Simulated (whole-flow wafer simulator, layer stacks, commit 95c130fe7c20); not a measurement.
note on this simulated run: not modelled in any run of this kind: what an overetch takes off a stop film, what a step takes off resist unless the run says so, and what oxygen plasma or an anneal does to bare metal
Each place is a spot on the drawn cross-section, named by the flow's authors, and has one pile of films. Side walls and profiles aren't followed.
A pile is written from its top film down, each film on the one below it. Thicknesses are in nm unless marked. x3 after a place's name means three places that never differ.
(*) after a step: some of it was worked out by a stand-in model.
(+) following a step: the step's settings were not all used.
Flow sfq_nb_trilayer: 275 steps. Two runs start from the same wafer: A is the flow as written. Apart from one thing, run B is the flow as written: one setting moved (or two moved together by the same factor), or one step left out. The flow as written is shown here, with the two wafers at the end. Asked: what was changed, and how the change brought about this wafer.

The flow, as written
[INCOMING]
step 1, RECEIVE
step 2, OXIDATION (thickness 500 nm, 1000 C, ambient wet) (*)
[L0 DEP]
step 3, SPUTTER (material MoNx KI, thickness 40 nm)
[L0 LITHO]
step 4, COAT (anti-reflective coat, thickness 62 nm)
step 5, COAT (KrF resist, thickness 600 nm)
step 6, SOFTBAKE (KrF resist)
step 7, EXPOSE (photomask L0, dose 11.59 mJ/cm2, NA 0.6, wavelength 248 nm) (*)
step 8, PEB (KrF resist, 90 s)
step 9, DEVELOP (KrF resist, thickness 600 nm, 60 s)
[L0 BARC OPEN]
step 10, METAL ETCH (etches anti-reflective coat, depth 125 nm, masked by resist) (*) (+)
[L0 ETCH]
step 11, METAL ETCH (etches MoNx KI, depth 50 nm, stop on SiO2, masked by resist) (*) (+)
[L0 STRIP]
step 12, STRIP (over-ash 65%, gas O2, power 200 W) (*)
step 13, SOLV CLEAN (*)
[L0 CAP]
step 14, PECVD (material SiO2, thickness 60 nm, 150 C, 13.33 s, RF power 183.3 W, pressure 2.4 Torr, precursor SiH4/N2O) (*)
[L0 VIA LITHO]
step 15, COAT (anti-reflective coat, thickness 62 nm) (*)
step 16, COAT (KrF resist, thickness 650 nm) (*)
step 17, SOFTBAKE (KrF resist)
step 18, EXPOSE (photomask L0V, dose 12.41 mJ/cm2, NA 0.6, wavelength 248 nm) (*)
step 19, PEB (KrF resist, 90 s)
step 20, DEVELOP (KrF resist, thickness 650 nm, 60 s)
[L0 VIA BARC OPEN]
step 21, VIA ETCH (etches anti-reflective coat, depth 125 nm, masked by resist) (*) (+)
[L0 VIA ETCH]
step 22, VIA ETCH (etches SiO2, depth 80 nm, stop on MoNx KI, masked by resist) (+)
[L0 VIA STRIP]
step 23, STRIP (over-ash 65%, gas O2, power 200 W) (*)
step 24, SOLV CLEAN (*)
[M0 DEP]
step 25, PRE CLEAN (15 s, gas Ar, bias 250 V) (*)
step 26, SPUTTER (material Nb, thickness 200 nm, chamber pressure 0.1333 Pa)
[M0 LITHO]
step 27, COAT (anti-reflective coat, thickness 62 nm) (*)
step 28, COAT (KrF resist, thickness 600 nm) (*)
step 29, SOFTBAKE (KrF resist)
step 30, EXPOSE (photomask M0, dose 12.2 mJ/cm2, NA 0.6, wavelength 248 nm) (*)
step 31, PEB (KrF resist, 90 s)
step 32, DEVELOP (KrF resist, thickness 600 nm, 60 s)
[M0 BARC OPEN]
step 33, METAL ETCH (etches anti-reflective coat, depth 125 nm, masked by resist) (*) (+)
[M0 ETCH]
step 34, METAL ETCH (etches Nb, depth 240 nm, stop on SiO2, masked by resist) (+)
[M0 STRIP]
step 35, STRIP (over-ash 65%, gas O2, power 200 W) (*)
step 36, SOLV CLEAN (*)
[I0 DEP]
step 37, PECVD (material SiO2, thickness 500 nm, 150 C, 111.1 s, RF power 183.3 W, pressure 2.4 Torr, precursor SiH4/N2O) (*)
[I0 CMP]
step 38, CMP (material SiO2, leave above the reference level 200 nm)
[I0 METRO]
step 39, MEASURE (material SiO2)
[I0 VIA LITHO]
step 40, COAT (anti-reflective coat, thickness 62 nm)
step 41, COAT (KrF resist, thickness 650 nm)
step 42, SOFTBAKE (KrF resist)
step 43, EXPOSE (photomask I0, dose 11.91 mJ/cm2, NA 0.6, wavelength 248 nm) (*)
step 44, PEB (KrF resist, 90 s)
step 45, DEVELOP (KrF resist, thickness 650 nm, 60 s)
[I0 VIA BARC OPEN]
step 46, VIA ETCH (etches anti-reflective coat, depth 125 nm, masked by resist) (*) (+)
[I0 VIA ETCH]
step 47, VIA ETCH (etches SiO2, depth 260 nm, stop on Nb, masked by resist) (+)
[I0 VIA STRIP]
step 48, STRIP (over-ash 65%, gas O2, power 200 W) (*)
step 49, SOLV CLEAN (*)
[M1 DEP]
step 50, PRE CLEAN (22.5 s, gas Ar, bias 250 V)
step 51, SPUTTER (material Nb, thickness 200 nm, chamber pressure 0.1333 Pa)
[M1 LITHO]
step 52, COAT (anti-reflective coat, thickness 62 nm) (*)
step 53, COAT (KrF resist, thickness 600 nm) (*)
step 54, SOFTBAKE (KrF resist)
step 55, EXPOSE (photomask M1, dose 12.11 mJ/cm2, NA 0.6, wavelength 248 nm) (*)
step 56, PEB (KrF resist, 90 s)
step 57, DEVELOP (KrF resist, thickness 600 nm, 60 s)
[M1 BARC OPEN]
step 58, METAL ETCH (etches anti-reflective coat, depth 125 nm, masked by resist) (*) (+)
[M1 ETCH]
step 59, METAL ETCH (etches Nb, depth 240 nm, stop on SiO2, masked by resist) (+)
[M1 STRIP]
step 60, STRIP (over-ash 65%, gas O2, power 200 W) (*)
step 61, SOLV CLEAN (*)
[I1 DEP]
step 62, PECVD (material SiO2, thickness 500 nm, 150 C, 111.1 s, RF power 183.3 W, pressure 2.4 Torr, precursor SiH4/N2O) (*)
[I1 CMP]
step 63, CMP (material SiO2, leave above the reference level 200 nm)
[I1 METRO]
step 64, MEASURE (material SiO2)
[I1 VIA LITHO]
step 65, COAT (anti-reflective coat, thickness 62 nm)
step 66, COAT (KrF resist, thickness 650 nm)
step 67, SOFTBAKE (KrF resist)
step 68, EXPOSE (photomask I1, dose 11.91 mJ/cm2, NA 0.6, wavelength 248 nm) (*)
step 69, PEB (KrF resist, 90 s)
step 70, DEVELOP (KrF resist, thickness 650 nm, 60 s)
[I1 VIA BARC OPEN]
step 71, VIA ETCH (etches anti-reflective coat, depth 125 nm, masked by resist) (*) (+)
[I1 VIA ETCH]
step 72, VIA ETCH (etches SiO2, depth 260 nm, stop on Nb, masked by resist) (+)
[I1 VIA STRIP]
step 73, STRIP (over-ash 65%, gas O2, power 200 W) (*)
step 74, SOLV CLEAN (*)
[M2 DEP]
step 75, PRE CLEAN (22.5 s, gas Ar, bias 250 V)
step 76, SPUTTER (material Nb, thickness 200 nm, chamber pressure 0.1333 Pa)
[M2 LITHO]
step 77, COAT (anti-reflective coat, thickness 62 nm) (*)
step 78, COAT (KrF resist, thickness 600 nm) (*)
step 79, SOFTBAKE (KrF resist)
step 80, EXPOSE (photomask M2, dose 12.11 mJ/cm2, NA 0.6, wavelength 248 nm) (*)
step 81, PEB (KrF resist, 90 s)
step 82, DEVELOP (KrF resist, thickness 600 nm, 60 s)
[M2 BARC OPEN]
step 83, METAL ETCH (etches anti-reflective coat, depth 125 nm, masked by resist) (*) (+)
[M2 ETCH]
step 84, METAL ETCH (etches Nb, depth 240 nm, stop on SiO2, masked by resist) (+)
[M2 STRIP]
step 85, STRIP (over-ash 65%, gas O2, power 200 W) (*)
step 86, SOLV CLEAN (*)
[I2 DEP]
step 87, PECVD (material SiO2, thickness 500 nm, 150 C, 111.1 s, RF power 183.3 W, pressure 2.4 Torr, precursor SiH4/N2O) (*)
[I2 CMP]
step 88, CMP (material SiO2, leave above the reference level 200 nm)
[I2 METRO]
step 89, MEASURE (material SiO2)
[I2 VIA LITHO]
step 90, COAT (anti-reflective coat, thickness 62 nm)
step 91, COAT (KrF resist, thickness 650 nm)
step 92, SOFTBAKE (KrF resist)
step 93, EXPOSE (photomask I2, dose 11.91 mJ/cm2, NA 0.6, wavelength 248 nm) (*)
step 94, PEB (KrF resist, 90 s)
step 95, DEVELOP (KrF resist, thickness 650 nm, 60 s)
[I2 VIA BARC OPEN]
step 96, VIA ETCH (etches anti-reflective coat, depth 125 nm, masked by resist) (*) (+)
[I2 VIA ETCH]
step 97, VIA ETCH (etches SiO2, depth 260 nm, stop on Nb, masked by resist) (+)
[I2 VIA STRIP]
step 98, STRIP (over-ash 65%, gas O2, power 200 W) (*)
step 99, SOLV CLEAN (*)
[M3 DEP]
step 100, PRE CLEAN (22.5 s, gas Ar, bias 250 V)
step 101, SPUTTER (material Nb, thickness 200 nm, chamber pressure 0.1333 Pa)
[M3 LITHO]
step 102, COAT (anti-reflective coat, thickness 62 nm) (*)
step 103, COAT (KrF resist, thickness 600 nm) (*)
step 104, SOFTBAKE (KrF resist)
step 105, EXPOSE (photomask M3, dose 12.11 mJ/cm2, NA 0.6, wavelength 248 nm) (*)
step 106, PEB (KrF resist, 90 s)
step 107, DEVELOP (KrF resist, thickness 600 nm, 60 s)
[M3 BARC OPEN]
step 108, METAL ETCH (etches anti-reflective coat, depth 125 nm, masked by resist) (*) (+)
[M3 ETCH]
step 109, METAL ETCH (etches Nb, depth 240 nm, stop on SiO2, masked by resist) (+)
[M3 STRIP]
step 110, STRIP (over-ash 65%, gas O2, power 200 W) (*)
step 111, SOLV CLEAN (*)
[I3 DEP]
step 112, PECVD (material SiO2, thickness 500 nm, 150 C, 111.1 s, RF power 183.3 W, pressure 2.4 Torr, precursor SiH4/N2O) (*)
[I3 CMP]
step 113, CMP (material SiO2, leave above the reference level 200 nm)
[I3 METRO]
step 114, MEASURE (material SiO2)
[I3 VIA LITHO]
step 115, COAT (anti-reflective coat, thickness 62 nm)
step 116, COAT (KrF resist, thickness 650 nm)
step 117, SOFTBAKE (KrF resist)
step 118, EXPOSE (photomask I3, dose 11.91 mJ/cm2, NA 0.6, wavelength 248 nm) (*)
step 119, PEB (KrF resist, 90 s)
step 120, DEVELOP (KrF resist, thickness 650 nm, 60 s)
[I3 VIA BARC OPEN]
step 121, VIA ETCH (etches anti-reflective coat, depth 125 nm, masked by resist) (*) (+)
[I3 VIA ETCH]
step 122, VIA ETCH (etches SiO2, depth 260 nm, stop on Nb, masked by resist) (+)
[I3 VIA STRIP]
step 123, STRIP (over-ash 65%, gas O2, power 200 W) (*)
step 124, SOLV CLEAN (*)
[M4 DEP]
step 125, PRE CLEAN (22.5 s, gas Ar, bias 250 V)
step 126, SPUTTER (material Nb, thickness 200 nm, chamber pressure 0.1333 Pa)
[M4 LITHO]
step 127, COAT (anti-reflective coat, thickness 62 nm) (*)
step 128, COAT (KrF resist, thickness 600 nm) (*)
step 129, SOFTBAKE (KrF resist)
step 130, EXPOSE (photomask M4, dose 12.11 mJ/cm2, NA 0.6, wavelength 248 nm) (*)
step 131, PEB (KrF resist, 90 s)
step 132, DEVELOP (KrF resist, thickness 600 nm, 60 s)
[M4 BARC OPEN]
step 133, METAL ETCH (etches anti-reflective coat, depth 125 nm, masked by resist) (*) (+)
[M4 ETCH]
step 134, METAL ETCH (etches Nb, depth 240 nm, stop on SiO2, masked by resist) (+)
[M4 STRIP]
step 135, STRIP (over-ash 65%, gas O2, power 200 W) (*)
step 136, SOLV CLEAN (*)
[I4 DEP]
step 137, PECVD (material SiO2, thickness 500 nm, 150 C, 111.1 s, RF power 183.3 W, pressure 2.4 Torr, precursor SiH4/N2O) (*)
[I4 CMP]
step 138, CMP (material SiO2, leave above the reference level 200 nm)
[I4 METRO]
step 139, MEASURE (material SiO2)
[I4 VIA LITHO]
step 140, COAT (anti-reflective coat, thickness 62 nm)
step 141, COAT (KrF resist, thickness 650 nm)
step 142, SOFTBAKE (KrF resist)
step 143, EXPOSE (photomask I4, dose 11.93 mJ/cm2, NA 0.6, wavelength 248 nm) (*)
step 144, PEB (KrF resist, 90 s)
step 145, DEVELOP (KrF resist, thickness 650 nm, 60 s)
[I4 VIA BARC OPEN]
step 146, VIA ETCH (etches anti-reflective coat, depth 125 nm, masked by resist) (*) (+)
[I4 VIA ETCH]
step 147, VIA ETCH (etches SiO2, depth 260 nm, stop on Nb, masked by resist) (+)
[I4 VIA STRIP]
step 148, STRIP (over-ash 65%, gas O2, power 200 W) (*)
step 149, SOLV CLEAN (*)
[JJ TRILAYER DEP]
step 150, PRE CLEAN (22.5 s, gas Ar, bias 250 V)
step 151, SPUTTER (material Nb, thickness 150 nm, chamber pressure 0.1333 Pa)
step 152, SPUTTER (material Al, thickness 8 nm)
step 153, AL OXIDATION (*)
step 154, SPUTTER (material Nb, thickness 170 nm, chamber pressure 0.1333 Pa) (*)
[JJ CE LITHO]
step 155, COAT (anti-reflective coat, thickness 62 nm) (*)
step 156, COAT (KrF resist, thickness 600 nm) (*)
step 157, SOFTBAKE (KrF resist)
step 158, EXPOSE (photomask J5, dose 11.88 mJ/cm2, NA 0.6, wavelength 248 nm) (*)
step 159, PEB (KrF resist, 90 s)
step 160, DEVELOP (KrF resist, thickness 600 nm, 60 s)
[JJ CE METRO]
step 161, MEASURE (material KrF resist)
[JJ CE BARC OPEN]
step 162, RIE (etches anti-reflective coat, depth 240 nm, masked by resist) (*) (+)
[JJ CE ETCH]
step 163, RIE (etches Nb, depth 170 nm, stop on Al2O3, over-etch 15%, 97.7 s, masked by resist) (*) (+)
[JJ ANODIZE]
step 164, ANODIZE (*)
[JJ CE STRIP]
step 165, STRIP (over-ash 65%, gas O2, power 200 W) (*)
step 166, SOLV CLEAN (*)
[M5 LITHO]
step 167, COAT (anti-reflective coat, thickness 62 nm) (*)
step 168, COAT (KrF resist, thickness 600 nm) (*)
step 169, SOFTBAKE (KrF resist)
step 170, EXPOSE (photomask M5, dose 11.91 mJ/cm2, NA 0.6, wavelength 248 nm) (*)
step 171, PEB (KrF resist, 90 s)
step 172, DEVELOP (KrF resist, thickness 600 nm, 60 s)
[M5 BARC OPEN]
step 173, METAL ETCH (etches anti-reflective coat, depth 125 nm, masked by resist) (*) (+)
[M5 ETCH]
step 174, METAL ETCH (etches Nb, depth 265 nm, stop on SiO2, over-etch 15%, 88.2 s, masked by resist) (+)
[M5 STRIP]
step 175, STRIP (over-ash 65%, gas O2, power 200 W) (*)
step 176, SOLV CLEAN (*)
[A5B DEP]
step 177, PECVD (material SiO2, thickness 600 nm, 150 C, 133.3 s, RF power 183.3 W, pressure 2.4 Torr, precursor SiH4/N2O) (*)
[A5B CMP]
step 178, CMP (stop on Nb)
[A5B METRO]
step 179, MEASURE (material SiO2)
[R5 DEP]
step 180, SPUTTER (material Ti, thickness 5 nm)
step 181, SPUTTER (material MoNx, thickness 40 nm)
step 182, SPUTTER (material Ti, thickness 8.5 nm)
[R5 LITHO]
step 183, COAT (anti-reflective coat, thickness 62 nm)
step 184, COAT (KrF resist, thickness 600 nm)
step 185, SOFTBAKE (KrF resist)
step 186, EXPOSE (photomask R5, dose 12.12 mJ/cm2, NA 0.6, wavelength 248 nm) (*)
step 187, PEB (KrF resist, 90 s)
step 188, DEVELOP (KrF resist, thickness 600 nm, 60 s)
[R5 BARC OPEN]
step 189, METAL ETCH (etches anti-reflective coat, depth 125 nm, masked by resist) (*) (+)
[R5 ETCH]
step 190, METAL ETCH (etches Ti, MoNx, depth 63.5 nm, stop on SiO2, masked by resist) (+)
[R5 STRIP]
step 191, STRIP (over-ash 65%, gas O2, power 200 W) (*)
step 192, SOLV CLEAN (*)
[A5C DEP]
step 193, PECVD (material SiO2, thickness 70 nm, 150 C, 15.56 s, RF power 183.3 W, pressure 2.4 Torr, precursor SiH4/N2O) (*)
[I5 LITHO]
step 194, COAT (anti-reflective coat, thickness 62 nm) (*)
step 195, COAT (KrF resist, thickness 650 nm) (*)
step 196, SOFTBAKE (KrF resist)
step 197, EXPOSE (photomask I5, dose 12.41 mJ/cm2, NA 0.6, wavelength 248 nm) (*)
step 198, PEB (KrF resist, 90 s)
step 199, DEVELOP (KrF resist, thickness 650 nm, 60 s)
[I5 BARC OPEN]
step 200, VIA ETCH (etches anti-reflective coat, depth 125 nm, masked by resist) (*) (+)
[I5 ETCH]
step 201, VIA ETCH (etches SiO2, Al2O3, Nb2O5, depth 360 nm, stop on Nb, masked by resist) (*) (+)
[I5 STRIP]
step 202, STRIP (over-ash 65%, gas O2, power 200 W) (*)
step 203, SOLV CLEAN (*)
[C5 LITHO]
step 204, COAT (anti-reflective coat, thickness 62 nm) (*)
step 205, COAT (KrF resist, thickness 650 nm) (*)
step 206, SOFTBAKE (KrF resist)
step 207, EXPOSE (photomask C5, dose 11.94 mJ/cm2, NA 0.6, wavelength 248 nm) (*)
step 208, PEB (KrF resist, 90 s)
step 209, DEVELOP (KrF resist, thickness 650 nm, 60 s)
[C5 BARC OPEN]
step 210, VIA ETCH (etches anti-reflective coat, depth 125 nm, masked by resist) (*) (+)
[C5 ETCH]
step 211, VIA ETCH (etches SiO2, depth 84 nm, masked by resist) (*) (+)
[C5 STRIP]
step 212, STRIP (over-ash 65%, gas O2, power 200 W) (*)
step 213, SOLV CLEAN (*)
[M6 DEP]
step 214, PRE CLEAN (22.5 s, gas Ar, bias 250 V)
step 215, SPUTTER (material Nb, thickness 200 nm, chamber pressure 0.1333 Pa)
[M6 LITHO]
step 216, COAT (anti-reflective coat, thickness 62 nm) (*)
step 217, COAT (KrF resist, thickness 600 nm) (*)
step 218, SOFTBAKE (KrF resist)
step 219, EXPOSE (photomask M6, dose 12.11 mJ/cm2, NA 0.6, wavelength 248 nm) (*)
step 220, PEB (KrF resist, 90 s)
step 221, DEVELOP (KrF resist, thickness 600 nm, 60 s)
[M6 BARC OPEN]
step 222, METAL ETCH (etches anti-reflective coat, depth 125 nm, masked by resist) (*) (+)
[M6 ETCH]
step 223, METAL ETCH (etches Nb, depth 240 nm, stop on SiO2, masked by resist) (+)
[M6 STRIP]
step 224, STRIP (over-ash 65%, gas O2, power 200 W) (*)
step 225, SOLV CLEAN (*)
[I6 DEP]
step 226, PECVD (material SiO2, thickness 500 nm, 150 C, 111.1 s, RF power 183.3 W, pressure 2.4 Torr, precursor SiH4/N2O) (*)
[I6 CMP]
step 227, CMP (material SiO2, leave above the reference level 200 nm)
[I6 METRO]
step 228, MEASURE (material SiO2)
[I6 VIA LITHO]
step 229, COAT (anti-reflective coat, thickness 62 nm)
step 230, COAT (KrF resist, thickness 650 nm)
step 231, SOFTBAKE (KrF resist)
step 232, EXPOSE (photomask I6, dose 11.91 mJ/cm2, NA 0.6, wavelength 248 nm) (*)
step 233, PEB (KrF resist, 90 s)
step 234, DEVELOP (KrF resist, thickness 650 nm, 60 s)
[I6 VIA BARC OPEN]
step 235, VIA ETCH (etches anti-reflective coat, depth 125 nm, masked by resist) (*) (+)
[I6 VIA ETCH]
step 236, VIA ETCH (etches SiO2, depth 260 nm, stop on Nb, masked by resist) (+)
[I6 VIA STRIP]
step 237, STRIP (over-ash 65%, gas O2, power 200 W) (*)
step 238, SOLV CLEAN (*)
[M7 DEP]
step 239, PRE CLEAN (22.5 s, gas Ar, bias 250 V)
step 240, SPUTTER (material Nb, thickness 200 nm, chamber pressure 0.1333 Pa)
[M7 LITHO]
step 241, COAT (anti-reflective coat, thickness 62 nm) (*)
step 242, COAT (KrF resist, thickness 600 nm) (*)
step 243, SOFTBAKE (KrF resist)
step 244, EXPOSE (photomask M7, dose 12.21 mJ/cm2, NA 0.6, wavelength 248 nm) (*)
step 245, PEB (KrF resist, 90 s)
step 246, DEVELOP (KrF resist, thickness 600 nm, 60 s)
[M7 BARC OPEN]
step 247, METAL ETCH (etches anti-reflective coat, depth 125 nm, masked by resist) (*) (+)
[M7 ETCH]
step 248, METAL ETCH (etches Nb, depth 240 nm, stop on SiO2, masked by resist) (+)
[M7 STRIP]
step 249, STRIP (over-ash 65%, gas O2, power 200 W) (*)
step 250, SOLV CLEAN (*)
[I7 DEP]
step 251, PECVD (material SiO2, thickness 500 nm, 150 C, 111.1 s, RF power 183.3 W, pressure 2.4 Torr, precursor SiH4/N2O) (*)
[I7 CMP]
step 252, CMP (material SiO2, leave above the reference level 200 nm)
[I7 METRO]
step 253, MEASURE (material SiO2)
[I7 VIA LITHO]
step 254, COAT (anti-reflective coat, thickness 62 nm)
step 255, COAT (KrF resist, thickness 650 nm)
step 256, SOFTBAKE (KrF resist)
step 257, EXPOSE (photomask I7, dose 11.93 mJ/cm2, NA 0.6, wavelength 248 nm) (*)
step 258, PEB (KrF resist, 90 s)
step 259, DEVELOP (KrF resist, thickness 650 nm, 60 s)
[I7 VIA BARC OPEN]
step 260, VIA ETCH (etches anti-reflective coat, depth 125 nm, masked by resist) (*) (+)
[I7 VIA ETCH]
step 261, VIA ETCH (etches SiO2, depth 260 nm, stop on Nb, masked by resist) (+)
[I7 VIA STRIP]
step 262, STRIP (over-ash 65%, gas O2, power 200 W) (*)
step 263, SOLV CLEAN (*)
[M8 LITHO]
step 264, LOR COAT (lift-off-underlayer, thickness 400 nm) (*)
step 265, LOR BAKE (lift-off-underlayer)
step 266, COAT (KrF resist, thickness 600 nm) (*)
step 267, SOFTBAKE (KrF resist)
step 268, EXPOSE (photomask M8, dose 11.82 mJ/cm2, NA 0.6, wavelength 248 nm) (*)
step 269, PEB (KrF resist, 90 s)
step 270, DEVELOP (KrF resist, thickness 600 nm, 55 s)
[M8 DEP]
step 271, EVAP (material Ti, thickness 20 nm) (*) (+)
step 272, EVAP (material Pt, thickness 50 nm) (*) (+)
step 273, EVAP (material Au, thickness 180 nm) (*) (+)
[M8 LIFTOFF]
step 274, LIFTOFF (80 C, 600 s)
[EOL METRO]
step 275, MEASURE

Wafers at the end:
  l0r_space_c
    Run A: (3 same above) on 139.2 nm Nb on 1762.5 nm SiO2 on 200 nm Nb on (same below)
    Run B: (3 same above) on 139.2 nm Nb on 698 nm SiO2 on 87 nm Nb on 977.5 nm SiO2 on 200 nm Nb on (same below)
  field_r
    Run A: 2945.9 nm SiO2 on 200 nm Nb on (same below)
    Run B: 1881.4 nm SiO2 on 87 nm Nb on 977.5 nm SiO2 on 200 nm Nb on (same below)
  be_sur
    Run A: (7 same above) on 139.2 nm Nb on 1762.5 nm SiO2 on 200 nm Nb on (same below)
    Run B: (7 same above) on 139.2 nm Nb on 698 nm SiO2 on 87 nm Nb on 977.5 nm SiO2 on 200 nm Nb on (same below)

The reason: step 109, METAL ETCH: depth 113 nm was run, though the flow has depth 240 nm.

How this came from the change, step by step:
  step 109, METAL ETCH (etches Nb, depth 240 nm, stop on SiO2, masked by resist) (+)
      field_l, be, be_sur and 72 more: A -200 Nb (all of it) | B -113 Nb
      v_sur, via_wl, via_w and 28 more: A -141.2 KrF resist | B -66.5 KrF resist
  step 110, STRIP (over-ash 65%, gas O2, power 200 W) (*)
      p4_w1, p4_w2, p4_w3 and 21 more: A -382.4 KrF resist (all of it), -62 anti-reflective coat (all of it) | B -457.1 KrF resist (all of it), -62 anti-reflective coat (all of it)
      via_wl, via_wr: A -384.2 KrF resist (all of it), -34.2 anti-reflective coat (all of it) | B -458.9 KrF resist (all of it), -34.2 anti-reflective coat (all of it)
      (and at 5 other places as well)
  step 112, PECVD (material SiO2, thickness 500 nm, 150 C, 111.1 s, RF power 183.3 W, pressure 2.4 Torr, precursor SiH4/N2O) (*)
      field_l, be, be_sur and 64 more: A +500 SiO2 | B +500 SiO2 (new film)
      p4_g1, p4_g2, p3_s0, p3_s1, p3_s2, p3_s3, p3_s4, p3_s5: A +557.1 SiO2 | B +500 SiO2 (new film)
  step 113, CMP (material SiO2, leave above the reference level 200 nm)
      field_l, be, be_sur and 64 more: A -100 SiO2 | B -187 SiO2
      p4_g1, p4_g2, p3_s0, p3_s1, p3_s2, p3_s3, p3_s4, p3_s5: A -157.1 SiO2 | B -187 SiO2
With metal films that touch counted as one body, l0r_space_c has 3 bodies (between them, from the top down: SiO2 698; SiO2 977.5); the flow as written gives 2 bodies (between them, from the top down: SiO2 1762.5).
With metal films that touch counted as one body, field_r has 2 bodies (between them, from the top down: SiO2 977.5); the flow as written gives 1 body.
With metal films that touch counted as one body, be_sur has 5 bodies (between them, from the top down: SiO2 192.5; SiO2 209 / Al2O3 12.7 / Nb2O5 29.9; SiO2 698; SiO2 977.5); the flow as written gives 4 bodies (between them, from the top down: SiO2 192.5; SiO2 209 / Al2O3 12.7 / Nb2O5 29.9; SiO2 1762.5).
